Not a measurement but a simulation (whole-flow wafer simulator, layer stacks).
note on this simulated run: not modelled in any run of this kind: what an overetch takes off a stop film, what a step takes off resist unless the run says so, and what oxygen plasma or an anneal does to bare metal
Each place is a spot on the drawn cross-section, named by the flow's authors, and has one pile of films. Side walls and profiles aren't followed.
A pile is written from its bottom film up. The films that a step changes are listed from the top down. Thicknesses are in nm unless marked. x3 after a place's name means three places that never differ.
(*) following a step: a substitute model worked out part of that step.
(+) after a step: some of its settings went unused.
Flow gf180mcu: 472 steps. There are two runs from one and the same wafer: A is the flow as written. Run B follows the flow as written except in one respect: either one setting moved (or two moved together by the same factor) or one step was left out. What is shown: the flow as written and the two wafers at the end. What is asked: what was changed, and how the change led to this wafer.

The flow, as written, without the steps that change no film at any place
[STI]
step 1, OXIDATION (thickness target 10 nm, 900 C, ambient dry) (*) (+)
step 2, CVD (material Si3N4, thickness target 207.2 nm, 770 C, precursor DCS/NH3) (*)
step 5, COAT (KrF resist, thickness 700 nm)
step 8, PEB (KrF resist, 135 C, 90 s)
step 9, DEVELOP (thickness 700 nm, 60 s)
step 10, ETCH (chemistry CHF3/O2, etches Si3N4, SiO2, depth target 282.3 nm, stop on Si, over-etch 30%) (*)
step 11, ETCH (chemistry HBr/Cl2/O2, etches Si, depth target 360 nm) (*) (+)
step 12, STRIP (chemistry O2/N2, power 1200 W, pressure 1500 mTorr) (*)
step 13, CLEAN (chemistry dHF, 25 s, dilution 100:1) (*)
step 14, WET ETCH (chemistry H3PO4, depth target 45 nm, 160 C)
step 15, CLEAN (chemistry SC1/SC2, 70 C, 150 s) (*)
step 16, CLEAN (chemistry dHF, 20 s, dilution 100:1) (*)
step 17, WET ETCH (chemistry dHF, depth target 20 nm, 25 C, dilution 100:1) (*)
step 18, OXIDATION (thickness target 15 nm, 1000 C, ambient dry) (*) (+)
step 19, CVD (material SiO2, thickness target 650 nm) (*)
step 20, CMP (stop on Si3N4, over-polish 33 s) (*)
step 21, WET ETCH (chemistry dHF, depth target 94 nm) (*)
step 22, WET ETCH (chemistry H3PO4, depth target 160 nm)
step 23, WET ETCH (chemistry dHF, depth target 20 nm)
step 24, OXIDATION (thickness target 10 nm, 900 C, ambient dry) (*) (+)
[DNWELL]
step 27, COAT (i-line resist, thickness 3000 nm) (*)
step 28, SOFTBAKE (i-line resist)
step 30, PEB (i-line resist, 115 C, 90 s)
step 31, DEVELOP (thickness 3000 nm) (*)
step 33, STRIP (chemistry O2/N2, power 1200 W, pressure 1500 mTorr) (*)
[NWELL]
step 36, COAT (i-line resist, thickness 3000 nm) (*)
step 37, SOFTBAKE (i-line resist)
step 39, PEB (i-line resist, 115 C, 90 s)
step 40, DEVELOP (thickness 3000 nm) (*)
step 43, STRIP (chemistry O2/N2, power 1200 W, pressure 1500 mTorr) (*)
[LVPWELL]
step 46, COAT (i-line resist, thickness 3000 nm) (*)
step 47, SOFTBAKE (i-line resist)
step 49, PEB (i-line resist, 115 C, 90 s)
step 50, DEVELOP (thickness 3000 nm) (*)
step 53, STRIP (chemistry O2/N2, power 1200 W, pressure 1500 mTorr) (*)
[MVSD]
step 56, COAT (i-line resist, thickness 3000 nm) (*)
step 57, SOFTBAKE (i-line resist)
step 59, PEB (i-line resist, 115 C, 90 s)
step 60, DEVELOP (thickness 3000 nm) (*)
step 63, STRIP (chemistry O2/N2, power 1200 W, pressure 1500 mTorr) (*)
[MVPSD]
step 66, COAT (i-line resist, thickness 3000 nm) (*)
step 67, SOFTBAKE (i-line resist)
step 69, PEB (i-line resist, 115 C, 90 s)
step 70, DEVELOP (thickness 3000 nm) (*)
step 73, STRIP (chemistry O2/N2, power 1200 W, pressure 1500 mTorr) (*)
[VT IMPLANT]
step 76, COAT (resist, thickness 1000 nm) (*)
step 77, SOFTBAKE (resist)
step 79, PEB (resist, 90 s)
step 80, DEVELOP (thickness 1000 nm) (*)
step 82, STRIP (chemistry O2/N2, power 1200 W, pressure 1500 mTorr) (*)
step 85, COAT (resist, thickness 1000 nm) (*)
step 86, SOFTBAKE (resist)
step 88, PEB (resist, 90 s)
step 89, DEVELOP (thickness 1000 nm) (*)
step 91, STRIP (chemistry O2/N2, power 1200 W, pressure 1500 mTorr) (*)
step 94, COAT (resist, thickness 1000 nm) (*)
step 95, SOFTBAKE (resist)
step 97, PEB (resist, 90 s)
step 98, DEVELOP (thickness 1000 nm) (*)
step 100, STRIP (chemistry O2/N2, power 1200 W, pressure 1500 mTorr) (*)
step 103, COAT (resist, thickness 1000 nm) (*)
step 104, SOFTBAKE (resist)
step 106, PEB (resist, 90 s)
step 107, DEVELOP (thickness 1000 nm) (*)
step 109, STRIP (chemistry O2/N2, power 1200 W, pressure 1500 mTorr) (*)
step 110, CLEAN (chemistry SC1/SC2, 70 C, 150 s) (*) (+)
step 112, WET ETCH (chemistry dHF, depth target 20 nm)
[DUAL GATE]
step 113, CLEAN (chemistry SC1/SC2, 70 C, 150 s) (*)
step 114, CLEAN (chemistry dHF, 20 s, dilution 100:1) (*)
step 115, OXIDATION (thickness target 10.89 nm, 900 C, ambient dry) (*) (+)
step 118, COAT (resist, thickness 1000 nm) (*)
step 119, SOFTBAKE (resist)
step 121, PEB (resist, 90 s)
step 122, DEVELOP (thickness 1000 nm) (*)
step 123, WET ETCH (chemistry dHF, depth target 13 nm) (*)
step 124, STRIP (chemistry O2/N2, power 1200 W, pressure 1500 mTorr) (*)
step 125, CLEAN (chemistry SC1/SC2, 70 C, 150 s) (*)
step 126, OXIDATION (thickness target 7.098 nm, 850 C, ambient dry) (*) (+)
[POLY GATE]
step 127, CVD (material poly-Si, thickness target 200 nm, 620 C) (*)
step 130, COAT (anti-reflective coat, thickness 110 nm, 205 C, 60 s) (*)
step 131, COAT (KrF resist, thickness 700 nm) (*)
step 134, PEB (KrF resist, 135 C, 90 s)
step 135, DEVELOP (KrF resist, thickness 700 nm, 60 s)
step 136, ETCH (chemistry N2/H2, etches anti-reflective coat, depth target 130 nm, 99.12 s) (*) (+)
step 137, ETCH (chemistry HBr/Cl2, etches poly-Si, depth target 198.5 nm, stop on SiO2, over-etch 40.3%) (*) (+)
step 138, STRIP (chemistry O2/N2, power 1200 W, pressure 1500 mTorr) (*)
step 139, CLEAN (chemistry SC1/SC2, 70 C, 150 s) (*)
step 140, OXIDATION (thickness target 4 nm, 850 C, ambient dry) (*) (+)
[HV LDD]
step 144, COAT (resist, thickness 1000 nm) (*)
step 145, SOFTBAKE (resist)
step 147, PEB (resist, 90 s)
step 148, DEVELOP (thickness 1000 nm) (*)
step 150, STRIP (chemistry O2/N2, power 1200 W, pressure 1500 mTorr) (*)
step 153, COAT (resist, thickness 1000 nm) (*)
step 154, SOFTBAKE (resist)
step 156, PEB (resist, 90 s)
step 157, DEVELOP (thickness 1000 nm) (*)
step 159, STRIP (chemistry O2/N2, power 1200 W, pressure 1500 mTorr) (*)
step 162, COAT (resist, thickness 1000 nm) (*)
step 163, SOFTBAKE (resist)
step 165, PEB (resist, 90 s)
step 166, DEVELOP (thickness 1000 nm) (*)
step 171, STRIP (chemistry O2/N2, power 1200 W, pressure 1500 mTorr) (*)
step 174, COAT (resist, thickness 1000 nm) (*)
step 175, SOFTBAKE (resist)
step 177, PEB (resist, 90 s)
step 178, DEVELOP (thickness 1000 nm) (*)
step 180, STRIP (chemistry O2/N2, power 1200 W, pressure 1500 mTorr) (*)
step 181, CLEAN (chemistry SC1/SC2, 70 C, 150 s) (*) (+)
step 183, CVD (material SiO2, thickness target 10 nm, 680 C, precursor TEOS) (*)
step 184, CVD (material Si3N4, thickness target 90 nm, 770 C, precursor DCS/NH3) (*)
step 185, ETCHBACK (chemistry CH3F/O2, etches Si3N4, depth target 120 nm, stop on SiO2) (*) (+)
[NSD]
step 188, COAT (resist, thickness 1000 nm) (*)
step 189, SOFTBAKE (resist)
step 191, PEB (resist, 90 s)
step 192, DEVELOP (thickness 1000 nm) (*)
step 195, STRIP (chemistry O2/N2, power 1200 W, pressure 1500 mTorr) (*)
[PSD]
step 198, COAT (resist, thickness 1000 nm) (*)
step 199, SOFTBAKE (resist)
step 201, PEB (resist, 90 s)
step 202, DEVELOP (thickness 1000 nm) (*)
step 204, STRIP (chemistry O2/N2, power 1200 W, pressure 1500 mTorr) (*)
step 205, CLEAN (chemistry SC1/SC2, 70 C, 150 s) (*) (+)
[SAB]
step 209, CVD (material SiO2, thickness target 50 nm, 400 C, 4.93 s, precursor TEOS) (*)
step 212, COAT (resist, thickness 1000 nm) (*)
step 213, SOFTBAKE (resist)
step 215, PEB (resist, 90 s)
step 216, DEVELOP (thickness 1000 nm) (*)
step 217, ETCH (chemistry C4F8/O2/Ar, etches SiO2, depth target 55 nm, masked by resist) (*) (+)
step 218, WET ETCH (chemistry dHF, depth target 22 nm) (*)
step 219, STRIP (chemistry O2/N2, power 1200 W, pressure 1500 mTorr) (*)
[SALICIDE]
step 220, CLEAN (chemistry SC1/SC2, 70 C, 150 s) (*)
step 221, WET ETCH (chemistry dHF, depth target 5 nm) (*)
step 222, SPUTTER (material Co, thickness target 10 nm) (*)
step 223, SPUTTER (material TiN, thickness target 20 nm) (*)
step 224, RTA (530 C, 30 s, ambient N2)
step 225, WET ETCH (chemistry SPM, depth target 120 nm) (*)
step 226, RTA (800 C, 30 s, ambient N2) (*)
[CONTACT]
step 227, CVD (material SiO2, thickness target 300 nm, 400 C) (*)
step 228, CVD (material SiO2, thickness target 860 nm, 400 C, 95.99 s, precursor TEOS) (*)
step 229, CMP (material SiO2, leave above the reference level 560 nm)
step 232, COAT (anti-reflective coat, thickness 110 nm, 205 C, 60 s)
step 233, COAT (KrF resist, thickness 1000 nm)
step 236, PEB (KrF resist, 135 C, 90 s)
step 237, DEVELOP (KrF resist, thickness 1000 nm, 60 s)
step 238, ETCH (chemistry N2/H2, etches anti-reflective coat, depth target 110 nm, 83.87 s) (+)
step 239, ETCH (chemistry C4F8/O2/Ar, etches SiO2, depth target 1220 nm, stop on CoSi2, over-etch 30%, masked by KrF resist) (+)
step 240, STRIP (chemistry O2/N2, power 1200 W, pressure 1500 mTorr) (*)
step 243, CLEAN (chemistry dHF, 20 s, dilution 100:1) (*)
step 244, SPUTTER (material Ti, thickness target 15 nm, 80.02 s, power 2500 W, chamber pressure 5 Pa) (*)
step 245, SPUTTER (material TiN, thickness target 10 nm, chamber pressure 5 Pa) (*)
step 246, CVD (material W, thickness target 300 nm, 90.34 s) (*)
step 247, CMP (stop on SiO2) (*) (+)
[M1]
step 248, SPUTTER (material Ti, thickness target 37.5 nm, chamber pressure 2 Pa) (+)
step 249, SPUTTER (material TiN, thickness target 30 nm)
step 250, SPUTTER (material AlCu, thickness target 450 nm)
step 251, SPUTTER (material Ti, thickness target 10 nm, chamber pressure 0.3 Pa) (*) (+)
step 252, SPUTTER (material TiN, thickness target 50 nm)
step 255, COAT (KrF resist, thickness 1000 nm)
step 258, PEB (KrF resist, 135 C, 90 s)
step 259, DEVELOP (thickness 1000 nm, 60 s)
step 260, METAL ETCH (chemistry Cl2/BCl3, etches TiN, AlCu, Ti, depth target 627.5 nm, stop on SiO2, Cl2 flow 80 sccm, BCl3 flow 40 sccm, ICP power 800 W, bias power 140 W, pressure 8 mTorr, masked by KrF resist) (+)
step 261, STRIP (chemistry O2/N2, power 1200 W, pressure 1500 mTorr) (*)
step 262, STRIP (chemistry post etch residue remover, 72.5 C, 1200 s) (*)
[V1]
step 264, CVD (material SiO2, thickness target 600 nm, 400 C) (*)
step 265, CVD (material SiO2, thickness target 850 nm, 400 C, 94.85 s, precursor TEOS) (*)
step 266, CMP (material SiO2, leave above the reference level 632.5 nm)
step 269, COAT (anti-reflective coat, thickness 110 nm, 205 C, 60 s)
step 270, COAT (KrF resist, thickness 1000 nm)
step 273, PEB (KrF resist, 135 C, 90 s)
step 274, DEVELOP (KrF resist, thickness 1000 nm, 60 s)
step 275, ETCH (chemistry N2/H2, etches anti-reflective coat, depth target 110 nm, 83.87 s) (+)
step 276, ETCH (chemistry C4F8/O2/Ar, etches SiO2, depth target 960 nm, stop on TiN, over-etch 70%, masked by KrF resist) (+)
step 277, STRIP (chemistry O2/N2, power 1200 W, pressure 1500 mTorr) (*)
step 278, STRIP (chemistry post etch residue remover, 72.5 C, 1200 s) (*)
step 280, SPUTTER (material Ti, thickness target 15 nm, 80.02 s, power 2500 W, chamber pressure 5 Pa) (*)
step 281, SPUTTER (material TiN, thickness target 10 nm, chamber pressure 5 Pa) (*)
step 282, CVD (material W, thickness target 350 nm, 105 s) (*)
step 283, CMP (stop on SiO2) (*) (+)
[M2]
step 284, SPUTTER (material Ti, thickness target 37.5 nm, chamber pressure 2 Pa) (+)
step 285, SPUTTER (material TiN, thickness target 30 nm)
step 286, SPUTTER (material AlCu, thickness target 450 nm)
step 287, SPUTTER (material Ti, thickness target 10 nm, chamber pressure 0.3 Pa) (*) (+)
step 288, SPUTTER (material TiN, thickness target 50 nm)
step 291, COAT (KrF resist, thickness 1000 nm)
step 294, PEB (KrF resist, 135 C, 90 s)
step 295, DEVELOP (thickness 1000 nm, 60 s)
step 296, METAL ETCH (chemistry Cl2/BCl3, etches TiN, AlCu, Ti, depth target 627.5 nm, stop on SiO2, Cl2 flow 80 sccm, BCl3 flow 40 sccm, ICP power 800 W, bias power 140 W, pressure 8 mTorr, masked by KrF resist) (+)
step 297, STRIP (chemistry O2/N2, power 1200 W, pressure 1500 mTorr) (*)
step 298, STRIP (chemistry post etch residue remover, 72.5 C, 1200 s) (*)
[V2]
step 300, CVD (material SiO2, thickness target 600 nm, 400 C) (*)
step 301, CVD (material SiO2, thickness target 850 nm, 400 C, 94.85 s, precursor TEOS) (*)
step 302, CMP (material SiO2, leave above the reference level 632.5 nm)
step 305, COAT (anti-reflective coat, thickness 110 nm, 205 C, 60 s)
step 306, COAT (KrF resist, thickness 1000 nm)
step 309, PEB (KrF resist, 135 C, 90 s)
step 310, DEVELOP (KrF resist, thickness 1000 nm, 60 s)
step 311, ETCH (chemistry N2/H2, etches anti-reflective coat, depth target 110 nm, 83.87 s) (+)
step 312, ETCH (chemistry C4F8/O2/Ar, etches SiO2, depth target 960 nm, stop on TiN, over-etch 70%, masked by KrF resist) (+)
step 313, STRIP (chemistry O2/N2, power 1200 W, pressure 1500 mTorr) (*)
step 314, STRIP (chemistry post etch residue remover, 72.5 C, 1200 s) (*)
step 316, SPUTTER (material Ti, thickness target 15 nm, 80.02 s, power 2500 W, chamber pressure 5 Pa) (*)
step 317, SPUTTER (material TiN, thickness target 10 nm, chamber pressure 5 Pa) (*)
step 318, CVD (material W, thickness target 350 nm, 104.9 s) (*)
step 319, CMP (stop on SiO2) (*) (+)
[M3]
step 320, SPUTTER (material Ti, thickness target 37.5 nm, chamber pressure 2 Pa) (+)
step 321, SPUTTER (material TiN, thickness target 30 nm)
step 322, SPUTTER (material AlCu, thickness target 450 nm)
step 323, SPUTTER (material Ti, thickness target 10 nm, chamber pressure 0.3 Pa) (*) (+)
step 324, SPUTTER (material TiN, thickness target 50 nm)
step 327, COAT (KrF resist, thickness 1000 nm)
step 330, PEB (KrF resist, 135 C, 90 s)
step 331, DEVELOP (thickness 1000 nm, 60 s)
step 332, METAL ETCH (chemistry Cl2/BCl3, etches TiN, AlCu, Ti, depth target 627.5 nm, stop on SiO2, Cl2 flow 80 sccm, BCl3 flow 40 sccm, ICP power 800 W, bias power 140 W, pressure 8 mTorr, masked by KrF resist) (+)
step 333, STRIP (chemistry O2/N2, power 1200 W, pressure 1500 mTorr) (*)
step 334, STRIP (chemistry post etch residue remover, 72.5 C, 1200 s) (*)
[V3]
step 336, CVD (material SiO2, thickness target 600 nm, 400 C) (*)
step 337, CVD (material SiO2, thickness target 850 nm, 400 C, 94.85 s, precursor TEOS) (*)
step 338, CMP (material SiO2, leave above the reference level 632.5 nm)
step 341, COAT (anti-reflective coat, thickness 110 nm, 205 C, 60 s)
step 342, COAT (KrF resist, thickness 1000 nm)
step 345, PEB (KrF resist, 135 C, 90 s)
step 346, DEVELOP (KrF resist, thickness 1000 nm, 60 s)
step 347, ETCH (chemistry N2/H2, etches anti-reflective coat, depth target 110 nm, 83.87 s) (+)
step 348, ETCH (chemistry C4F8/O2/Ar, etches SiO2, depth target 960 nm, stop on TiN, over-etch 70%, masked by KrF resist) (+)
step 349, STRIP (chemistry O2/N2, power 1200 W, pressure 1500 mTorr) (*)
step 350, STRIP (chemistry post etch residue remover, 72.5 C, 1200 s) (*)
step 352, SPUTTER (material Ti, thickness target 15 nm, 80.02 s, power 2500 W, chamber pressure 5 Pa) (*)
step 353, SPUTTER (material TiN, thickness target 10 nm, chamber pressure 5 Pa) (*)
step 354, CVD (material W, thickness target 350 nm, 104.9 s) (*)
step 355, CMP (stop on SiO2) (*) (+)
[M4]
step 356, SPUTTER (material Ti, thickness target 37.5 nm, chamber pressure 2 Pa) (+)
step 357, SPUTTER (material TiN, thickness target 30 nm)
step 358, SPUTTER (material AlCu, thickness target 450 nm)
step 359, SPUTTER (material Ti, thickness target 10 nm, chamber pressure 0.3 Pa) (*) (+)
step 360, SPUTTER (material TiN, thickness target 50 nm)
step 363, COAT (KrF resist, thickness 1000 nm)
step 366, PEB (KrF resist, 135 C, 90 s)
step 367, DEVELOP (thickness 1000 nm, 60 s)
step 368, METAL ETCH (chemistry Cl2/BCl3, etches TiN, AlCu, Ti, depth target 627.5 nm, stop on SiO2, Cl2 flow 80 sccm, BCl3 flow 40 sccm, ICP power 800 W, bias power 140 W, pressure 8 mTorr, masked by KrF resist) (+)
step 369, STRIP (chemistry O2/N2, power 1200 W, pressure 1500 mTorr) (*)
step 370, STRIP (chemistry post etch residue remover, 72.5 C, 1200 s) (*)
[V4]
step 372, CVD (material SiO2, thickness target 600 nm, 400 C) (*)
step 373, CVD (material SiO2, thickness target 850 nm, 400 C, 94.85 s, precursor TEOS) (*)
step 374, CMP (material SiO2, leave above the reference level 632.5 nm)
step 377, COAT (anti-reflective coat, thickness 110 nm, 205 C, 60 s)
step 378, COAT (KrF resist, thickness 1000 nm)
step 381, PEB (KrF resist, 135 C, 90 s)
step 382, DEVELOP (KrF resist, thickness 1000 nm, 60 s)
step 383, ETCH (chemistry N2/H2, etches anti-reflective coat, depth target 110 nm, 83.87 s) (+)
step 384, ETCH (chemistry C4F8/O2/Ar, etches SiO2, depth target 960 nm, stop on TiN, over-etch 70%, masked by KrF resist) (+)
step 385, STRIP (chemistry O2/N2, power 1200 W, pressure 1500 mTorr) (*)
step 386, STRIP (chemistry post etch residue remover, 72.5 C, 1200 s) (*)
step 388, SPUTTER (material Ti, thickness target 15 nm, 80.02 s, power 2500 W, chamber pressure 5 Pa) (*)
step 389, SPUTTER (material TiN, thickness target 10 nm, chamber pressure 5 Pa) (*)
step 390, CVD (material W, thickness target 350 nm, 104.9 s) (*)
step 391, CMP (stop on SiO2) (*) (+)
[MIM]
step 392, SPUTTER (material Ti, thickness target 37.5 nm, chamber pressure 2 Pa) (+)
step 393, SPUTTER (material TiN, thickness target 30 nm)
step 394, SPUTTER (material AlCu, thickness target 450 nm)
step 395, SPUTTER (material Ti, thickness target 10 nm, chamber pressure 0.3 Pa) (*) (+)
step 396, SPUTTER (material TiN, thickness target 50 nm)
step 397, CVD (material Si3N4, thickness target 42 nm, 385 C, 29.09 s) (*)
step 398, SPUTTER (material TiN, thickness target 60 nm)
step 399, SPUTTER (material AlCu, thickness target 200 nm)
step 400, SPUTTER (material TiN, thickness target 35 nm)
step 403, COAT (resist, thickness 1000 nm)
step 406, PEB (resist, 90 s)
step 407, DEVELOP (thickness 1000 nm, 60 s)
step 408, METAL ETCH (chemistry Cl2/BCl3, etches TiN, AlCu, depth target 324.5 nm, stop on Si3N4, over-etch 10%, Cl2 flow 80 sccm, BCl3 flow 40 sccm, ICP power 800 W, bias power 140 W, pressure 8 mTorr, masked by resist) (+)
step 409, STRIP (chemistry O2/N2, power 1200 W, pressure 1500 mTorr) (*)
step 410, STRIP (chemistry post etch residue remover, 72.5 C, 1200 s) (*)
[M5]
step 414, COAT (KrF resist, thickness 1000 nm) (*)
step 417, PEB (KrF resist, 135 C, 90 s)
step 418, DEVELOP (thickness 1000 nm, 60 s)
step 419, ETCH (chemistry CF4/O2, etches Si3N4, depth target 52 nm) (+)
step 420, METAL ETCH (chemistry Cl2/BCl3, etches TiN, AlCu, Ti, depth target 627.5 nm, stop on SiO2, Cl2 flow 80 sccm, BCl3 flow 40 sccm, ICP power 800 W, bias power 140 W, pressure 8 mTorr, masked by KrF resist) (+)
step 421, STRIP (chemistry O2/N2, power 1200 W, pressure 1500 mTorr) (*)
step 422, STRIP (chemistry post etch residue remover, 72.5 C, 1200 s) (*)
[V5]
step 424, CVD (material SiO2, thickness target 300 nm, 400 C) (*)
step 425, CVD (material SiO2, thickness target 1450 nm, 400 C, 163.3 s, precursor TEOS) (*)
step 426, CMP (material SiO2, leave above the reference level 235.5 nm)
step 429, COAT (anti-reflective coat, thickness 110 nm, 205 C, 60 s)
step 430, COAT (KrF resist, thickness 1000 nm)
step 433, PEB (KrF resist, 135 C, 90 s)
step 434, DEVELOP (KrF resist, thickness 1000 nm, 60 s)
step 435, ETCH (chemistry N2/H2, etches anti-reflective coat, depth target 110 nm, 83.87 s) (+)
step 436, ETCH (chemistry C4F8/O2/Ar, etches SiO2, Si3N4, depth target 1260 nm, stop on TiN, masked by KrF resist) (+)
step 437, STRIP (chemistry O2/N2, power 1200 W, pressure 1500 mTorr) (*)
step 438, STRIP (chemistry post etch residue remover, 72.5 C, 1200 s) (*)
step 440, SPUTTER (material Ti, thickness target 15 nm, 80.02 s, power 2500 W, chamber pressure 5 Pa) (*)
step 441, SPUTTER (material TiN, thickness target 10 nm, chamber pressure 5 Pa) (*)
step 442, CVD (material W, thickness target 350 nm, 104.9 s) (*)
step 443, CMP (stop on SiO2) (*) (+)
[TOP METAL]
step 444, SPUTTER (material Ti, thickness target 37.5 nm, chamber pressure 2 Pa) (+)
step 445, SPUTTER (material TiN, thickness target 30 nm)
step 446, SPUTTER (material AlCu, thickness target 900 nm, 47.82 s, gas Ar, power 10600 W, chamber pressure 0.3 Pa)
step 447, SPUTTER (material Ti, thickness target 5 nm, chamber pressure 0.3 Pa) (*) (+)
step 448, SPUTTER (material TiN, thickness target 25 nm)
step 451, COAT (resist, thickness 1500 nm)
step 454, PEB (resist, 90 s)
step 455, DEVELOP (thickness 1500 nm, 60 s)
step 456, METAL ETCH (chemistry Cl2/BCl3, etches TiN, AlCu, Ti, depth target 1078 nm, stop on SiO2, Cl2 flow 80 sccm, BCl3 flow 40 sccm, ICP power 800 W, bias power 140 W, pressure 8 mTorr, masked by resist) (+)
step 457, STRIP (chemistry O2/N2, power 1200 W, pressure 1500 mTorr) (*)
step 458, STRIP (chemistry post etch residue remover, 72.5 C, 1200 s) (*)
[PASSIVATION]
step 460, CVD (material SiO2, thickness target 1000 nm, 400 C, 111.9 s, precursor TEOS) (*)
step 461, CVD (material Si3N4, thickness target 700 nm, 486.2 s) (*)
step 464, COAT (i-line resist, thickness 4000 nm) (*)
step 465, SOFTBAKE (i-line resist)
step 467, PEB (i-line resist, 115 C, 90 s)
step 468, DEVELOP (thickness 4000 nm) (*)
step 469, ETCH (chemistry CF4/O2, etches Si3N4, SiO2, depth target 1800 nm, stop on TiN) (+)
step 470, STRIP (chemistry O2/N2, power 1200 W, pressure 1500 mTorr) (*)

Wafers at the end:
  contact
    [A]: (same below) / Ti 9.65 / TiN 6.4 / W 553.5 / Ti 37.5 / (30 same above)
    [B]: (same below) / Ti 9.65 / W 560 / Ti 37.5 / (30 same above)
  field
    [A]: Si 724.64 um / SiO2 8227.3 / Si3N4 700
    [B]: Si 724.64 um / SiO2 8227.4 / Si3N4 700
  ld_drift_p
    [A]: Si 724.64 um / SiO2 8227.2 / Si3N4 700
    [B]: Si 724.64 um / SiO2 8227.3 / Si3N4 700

What caused this: step 317, SPUTTER: material TiN, thickness target 10 nm, chamber pressure 5 Pa (*), was not run.

The path from the change to this, step by step:
  step 319, CMP (stop on SiO2) (*) (+)
      field, field__w1, field__w2 and 107 more: A -350 W (all of it), -10 TiN (all of it), -15 Ti (all of it), -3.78 SiO2 | B -350 W (all of it), -15 Ti (all of it), -3.68 SiO2
      contact: A -378.8 W | B -368.7 W
